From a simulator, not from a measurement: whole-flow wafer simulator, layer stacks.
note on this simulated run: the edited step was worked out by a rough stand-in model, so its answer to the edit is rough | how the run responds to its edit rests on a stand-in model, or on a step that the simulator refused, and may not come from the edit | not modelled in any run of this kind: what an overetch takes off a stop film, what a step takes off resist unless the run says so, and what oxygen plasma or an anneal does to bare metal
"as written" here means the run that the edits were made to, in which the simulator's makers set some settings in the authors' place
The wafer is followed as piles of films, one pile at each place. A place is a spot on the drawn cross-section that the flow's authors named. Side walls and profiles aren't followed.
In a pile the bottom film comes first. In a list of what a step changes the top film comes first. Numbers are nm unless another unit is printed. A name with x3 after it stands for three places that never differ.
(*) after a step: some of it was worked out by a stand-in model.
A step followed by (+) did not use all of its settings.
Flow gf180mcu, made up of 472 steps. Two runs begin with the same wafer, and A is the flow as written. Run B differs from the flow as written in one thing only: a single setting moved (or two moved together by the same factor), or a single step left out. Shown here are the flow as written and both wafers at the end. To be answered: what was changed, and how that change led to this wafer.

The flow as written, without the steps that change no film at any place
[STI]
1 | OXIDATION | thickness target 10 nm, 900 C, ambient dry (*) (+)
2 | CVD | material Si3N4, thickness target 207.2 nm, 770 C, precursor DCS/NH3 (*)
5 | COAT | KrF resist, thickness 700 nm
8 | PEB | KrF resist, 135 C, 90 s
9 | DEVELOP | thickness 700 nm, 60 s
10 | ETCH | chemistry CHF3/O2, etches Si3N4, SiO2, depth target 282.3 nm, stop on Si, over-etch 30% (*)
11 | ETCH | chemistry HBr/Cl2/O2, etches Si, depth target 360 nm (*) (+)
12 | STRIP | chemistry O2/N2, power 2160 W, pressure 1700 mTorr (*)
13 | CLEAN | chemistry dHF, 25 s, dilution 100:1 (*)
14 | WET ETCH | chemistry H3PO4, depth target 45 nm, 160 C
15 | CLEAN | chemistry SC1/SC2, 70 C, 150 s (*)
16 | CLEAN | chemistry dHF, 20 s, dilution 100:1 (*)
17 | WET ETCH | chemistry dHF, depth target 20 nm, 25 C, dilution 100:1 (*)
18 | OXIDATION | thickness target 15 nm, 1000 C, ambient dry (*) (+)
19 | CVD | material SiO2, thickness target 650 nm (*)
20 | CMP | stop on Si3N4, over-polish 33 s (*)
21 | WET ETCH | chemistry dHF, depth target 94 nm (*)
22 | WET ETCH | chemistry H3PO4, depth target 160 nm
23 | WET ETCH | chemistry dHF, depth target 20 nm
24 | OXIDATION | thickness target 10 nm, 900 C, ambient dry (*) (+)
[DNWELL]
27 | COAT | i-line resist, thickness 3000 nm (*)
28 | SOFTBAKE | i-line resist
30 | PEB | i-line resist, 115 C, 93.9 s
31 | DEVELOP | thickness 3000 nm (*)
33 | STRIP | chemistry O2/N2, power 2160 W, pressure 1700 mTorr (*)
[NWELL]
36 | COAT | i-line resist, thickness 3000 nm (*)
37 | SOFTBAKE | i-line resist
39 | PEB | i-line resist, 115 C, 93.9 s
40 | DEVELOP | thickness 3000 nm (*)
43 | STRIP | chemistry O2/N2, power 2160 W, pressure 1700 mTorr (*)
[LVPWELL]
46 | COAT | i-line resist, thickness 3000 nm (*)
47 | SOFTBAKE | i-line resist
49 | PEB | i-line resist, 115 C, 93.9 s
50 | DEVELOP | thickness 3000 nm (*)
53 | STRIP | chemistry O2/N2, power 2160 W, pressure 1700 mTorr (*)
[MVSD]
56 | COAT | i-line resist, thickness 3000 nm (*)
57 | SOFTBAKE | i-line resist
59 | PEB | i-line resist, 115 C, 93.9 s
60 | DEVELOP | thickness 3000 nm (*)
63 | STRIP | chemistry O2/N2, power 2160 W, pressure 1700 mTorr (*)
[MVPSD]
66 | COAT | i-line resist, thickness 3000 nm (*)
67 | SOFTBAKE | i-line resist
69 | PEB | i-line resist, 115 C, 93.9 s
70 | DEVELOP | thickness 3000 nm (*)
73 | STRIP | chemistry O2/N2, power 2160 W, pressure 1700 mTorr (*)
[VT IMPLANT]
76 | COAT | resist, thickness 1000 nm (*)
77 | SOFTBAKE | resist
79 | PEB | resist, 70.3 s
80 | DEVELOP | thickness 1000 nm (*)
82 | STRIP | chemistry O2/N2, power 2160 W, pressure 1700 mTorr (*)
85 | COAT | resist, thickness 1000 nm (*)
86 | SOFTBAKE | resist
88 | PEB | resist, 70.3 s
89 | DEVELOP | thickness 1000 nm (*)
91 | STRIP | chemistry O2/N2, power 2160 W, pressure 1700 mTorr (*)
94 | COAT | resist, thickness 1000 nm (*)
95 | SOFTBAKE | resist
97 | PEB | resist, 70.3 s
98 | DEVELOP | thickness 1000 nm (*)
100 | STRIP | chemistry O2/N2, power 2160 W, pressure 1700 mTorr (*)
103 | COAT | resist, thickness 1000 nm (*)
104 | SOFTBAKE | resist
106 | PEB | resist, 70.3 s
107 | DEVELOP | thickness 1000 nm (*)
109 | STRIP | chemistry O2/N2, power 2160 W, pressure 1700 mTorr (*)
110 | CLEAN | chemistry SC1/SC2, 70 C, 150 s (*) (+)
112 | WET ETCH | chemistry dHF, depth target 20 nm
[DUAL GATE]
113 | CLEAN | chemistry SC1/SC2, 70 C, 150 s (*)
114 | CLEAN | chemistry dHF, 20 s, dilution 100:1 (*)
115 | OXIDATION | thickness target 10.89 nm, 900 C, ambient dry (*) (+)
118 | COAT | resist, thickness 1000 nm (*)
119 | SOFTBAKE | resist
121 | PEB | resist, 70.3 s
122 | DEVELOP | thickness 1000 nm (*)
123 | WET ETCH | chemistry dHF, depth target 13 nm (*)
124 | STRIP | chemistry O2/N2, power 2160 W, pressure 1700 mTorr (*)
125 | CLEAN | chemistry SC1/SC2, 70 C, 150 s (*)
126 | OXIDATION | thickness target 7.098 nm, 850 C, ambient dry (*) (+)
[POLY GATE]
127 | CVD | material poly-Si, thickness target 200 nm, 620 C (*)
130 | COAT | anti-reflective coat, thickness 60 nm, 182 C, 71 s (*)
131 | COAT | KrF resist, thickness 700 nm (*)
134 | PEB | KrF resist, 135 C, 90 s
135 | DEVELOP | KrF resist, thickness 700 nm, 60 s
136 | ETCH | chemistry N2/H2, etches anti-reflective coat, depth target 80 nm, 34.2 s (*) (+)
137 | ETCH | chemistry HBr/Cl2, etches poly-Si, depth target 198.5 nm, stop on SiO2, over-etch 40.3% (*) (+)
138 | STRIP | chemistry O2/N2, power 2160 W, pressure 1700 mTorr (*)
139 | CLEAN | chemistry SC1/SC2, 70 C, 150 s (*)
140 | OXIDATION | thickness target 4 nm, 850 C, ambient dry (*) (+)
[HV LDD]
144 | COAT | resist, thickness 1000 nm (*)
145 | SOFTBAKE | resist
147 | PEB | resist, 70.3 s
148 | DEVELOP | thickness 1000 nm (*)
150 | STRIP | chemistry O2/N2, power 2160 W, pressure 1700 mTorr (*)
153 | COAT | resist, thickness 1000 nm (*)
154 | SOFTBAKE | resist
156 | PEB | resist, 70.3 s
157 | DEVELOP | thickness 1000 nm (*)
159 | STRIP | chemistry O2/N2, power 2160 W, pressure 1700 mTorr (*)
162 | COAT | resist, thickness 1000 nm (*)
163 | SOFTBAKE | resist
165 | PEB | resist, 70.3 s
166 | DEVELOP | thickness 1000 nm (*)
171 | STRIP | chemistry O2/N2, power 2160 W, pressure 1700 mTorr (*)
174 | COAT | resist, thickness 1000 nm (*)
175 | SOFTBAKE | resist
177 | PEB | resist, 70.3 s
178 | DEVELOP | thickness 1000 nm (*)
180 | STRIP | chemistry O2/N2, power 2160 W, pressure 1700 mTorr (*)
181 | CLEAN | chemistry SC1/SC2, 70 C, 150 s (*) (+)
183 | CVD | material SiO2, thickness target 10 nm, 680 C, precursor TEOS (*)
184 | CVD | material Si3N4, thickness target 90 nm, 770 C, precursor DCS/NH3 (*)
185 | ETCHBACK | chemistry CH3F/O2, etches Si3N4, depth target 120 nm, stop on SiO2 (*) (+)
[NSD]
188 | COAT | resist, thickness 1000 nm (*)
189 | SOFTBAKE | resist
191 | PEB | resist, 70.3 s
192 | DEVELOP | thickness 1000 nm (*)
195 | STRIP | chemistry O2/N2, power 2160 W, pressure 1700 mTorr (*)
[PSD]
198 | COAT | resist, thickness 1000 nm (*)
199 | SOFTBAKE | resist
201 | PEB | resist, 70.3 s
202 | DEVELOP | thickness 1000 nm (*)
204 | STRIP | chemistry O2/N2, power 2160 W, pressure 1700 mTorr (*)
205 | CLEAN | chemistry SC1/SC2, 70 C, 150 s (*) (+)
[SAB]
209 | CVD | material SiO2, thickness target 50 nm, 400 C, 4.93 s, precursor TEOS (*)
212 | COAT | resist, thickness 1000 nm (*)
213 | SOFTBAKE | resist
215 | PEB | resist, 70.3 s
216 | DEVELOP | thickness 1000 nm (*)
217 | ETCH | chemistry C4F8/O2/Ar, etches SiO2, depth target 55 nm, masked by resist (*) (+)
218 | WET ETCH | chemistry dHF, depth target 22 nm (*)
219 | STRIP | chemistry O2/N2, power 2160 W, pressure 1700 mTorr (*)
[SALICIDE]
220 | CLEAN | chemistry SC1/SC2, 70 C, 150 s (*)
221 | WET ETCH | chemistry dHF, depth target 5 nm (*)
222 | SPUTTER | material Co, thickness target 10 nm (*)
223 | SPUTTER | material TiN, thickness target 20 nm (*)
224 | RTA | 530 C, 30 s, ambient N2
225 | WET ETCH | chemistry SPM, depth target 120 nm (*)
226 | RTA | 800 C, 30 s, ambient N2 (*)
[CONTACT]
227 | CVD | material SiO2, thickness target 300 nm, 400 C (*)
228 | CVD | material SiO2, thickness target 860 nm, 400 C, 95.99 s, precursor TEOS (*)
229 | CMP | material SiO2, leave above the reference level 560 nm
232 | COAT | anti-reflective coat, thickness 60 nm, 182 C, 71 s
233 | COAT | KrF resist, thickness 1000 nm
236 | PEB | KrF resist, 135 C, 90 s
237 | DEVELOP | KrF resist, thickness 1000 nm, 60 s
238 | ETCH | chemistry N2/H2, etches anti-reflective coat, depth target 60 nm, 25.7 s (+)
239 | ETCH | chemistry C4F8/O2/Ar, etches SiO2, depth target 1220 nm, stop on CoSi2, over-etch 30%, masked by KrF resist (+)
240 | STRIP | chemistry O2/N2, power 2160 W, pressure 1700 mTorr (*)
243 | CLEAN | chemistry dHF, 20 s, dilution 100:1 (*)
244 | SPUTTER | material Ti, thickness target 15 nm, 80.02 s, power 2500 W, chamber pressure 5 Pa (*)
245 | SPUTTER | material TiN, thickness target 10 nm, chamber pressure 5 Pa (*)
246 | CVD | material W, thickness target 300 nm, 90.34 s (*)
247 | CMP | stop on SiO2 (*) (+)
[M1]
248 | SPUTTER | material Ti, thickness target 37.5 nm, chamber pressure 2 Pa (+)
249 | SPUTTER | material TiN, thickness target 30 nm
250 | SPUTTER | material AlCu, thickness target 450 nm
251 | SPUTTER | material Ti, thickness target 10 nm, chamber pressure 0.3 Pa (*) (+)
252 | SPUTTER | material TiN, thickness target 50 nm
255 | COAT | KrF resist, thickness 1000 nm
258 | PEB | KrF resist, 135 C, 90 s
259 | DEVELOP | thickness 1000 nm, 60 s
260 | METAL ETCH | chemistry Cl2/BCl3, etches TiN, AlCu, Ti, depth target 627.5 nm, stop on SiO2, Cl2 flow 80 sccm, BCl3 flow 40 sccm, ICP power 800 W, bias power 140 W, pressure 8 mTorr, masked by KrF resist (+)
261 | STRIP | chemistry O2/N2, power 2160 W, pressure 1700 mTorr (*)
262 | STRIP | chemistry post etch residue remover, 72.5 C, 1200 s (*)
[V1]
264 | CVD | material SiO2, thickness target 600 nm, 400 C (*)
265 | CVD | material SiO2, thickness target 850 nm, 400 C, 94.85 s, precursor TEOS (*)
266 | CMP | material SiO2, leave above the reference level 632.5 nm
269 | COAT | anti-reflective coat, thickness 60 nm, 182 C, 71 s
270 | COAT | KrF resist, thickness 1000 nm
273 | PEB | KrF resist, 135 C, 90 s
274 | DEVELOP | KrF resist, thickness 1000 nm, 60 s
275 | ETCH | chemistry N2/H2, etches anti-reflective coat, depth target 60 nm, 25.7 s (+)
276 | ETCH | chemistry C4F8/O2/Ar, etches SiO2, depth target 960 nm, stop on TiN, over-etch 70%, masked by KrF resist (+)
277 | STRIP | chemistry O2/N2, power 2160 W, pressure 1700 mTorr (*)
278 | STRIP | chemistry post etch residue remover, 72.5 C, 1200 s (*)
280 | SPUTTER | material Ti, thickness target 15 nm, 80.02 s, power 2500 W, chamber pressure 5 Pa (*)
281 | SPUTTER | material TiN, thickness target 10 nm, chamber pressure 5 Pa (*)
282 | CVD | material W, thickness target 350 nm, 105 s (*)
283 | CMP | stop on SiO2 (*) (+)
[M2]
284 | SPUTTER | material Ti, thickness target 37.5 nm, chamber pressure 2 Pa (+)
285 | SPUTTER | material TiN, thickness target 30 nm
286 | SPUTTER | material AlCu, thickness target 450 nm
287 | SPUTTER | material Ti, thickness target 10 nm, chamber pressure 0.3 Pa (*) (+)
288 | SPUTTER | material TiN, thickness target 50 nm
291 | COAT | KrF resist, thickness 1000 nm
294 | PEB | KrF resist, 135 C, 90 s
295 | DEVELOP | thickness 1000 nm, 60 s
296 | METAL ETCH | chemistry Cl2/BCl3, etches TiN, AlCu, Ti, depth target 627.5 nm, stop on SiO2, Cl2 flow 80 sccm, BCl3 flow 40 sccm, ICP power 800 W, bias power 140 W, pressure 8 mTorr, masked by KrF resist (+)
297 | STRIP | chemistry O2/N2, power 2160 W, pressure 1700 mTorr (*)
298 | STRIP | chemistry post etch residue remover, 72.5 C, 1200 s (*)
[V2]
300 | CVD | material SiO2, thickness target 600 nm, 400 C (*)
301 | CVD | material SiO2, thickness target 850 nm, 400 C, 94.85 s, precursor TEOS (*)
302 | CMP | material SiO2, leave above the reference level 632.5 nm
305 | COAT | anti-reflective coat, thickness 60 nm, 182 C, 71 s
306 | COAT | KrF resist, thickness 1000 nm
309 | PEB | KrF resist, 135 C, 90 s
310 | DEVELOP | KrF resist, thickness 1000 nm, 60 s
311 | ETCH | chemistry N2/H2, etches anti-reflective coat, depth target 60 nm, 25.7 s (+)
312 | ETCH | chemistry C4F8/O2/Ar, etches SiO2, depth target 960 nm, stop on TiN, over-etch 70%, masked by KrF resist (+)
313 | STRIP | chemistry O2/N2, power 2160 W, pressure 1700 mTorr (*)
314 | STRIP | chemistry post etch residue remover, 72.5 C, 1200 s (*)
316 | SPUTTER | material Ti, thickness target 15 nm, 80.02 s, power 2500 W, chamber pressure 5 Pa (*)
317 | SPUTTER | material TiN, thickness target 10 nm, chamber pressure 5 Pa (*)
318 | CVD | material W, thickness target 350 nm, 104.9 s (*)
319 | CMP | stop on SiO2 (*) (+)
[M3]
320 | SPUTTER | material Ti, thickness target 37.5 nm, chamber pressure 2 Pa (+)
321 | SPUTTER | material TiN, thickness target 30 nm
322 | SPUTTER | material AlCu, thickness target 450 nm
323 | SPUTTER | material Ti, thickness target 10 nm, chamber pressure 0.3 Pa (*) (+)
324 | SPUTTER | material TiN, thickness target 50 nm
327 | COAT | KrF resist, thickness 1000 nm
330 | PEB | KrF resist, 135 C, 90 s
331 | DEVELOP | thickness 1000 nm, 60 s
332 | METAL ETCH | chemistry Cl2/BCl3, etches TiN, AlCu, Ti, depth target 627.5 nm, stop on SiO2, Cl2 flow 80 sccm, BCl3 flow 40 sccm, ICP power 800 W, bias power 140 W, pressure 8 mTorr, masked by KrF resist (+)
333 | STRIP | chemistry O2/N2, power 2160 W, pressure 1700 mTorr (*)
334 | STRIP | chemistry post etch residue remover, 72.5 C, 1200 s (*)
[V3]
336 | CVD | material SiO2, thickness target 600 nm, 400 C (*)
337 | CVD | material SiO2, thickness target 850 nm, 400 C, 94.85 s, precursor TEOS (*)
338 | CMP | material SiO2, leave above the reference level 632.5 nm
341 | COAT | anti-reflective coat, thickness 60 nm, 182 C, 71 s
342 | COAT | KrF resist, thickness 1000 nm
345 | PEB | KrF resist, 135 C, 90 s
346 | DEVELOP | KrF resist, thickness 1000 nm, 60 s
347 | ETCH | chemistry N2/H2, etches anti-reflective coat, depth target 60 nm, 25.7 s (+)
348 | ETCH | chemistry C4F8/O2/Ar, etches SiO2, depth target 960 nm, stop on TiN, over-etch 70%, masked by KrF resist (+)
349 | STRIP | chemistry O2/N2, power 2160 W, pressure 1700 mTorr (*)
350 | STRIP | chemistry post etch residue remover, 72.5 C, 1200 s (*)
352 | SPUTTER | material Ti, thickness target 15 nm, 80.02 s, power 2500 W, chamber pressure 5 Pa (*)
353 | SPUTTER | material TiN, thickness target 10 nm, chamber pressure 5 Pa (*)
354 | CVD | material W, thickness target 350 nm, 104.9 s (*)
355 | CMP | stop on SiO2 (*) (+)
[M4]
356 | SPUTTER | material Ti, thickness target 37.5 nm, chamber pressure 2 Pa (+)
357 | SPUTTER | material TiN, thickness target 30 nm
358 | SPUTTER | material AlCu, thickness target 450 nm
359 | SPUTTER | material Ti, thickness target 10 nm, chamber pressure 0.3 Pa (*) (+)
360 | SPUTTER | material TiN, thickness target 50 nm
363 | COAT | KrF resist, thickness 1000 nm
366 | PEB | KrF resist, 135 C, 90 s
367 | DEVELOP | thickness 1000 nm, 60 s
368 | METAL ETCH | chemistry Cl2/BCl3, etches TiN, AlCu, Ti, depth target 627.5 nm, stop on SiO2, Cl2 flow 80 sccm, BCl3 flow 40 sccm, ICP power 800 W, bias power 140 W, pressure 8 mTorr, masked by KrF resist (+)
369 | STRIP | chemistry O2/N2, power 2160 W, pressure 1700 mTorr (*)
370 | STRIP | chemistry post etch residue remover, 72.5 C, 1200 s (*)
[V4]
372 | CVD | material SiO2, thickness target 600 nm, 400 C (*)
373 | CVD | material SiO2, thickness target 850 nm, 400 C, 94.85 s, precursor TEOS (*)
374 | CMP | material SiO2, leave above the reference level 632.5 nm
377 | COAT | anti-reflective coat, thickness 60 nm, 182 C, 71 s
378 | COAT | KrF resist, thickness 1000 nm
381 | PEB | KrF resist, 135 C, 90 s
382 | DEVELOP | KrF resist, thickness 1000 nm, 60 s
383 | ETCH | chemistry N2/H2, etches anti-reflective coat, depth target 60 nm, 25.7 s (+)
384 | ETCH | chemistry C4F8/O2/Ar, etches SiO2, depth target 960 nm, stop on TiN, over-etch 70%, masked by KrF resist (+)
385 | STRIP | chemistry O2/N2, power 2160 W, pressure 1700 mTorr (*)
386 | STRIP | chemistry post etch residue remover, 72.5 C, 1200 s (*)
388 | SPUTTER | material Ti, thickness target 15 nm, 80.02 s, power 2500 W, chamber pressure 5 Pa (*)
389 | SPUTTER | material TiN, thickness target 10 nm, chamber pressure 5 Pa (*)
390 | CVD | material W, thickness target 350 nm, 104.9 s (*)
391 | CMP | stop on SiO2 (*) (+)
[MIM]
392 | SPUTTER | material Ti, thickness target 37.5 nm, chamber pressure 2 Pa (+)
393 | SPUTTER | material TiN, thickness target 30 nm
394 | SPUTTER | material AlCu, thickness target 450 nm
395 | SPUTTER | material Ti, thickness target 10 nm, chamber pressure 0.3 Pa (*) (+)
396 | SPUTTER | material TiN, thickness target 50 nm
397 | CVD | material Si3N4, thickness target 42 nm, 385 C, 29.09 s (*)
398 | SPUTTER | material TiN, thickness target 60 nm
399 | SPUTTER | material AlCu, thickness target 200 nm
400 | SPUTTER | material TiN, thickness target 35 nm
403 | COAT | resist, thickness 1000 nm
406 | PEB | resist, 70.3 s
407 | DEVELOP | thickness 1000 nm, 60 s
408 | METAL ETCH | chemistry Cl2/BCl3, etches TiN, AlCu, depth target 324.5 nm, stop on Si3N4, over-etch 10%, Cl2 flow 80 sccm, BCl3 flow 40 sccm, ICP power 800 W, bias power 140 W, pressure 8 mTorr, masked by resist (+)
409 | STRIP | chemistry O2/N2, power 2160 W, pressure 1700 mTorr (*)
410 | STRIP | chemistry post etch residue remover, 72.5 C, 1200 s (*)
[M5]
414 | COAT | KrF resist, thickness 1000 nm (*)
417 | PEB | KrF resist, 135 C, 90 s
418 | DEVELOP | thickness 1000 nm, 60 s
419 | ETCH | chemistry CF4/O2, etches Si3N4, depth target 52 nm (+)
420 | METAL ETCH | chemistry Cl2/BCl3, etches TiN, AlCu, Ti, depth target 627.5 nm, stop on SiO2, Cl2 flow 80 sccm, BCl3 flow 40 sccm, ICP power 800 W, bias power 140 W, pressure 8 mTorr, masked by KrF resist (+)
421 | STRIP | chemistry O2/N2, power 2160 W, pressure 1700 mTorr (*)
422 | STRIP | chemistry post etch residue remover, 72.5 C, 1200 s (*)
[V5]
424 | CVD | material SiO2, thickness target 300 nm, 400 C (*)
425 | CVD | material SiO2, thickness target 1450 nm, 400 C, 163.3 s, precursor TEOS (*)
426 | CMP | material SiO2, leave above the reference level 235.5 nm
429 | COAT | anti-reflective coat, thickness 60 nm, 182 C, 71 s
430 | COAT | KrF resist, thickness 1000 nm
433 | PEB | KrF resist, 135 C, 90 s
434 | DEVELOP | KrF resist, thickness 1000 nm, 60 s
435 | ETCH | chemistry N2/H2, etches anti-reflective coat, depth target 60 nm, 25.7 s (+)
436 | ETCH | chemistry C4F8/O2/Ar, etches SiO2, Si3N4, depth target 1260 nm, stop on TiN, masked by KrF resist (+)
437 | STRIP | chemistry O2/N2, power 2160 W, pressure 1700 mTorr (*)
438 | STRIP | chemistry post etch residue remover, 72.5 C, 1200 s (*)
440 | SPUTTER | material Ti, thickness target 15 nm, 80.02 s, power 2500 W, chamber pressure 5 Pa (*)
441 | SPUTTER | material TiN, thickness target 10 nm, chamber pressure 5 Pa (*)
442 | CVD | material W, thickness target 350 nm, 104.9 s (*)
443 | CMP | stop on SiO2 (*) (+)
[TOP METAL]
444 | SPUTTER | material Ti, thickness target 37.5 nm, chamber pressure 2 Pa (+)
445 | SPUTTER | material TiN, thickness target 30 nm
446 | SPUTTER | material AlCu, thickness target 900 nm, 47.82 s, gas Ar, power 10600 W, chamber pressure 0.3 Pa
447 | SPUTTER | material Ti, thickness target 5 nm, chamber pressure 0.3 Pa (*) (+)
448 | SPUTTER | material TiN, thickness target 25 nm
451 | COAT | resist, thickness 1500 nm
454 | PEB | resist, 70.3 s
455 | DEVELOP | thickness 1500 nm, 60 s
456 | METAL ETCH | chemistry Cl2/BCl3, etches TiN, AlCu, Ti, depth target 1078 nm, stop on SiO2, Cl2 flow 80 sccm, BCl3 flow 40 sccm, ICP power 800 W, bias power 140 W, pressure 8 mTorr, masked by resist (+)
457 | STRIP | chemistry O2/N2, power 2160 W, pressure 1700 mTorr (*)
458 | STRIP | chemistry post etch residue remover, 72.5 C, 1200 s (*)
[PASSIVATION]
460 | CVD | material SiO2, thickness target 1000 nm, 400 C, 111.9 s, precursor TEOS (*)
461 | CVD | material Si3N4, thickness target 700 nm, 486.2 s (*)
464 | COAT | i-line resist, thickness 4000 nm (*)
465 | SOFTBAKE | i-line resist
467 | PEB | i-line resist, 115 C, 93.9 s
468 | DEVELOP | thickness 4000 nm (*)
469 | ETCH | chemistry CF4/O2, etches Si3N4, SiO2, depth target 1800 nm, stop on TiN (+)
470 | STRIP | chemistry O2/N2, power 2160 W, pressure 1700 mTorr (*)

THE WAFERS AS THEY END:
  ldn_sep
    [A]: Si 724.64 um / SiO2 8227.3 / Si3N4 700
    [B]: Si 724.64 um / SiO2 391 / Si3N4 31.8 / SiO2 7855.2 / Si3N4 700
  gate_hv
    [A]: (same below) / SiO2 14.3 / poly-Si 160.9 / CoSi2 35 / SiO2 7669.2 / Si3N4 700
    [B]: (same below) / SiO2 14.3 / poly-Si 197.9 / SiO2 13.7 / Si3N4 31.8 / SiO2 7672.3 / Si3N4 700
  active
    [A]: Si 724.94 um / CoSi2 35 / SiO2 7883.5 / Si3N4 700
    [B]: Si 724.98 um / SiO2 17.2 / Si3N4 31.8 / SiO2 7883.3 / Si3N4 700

What caused this: step 185, ETCHBACK: depth target 54 nm was run, whereas the flow has depth target 120 nm.

The path from the change to this, step by step:
  185 | ETCHBACK | chemistry CH3F/O2, etches Si3N4, depth target 120 nm, stop on SiO2 (*) (+)
      field, field__w1, field__w2 and 100 more: A Si3N4 loses 90 (all of it), SiO2 loses 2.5 | B Si3N4 loses 54
  188 | COAT | resist, thickness 1000 nm (*)
      spacer: A resist gains 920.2 (new film) | B resist gains 958.8 (new film)
  189 | SOFTBAKE | resist
      field__w9: A resist gains 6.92 | B resist loses 3.14
      nw_enc_fld_lv: A resist gains 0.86 | B resist gains 5.57
  191 | PEB | resist, 70.3 s
      spacer: A resist loses 14.3 | B resist loses 15.2
  192 | DEVELOP | thickness 1000 nm (*)
      spacer: A resist loses 905.9 (all of it) | B resist loses 943.6 (all of it)
  198 | COAT | resist, thickness 1000 nm (*)
      spacer: A resist gains 920.2 (new film) | B resist gains 958.8 (new film)
  199 | SOFTBAKE | resist
      field__w9: A resist gains 6.92 | B resist loses 3.14
      nw_enc_fld_lv: A resist gains 0.86 | B resist gains 5.57
  201 | PEB | resist, 70.3 s
      spacer: A resist loses 14.3 | B resist loses 15.2
  204 | STRIP | chemistry O2/N2, power 2160 W, pressure 1700 mTorr (*)
      spacer: A resist loses 905.9 (all of it) | B resist loses 943.6 (all of it)
  205 | CLEAN | chemistry SC1/SC2, 70 C, 150 s (*) (+)
      field, field__w1, field__w2 and 105 more: A SiO2 loses 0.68 | B Si3N4 loses 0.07
  209 | CVD | material SiO2, thickness target 50 nm, 400 C, 4.93 s, precursor TEOS (*)
      field, field__w7, field__w8 and 73 more: A SiO2 gains 50 | B SiO2 gains 50 (new film)
      field_sub__w1, field_sub__w3, field_sub__w4, field_sub__w5, ld_drift_n: A SiO2 gains 48.9 | B SiO2 gains 48.8 (new film)
      (also at 27 further places)
  212 | COAT | resist, thickness 1000 nm (*)
      spacer: A resist gains 919.4 (new film) | B resist gains 958.4 (new film)
  215 | PEB | resist, 70.3 s
      spacer: A resist loses 14.3 | B resist loses 15.2
  216 | DEVELOP | thickness 1000 nm (*)
      spacer: A resist loses 905.1 (all of it) | B resist loses 943.2 (all of it)
  217 | ETCH | chemistry C4F8/O2/Ar, etches SiO2, depth target 55 nm, masked by resist (*) (+)
      field, field__w7, field__w8 and 70 more: A SiO2 loses 55 | B SiO2 loses 50 (all of it), Si3N4 loses 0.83
      field_sub__w1, field_sub__w3, field_sub__w4, field_sub__w5, ld_drift_n: A SiO2 loses 55 | B SiO2 loses 48.8 (all of it), Si3N4 loses 1.03
      (also at 21 further places)
  218 | WET ETCH | chemistry dHF, depth target 22 nm (*)
      gate, gate_hv, gate_p and 23 more: A SiO2 loses 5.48 (all of it) | B Si3N4 loses 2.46
      field, field__w10, sti and 14 more: A SiO2 loses 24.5 | B Si3N4 loses 2.46
      (also at 56 further places)
  ... 12 other steps ...
  471 | ANNEAL | 400 C, 1800 s, ambient N2/H2
      polyc_n, polyc_p: A nothing | B under 9 films: void gains 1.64 (new film), Ti loses 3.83, TiSi first gains 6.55 (new film), poly-Si loses 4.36
      contact: A nothing | B under 49 films: void gains 1.62 (new film), Ti loses 3.83, TiSi first gains 6.55 (new film), Si loses 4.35
Taking metal films that touch as one body, gate_hv has 0 bodies; the flow as written gives 1 body.
Taking metal films that touch as one body, active has 0 bodies; the flow as written gives 1 body.
